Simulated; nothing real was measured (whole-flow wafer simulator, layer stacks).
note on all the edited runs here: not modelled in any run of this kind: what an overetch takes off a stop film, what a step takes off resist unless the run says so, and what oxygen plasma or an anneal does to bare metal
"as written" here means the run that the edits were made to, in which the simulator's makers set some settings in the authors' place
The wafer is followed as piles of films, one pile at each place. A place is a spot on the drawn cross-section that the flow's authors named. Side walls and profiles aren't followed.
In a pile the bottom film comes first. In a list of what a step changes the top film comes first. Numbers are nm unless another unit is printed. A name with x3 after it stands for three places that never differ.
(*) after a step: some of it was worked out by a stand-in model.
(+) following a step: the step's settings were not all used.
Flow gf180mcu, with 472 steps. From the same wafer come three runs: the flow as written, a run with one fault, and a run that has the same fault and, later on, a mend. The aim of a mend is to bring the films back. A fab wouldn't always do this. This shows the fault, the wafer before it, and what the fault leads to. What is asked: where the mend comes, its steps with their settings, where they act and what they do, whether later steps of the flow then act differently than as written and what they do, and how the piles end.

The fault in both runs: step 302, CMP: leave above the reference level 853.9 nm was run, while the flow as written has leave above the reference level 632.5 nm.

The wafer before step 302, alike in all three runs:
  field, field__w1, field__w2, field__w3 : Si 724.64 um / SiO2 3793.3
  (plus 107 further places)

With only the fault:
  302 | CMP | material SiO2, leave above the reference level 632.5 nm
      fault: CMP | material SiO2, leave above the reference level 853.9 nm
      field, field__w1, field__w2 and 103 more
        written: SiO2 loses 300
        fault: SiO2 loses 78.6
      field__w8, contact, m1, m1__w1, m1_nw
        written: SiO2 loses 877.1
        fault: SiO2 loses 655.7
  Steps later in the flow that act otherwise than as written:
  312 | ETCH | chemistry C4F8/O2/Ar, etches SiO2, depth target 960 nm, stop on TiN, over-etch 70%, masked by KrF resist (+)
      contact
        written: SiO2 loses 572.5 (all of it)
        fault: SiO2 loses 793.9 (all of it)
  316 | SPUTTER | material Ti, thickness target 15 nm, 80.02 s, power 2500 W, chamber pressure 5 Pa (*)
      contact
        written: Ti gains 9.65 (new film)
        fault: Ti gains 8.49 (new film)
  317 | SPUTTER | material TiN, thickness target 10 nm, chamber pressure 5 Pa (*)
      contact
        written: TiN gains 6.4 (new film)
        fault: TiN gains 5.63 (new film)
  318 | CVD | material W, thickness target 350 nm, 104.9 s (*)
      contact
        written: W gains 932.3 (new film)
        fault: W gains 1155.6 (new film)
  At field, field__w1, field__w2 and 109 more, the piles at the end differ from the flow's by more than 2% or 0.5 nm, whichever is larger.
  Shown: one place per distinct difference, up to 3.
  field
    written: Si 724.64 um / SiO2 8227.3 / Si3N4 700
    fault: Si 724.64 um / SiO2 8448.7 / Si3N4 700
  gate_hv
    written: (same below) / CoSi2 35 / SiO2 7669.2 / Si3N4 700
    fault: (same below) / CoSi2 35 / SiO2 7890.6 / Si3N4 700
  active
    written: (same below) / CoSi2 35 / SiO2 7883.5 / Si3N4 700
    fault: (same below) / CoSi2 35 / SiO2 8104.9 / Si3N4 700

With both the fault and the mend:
  After step 302 comes the mend.
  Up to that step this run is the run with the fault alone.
  302a | CMP | material SiO2, leave above the reference level 632.5 nm (a further turn of the flow's step 302)
      field, field__w1, field__w2 and 108 more
        SiO2 loses 221.4
  Every later step of the flow that is run acts as written at every place that is followed.
  The piles end the same as the flow's at every place that both follow.
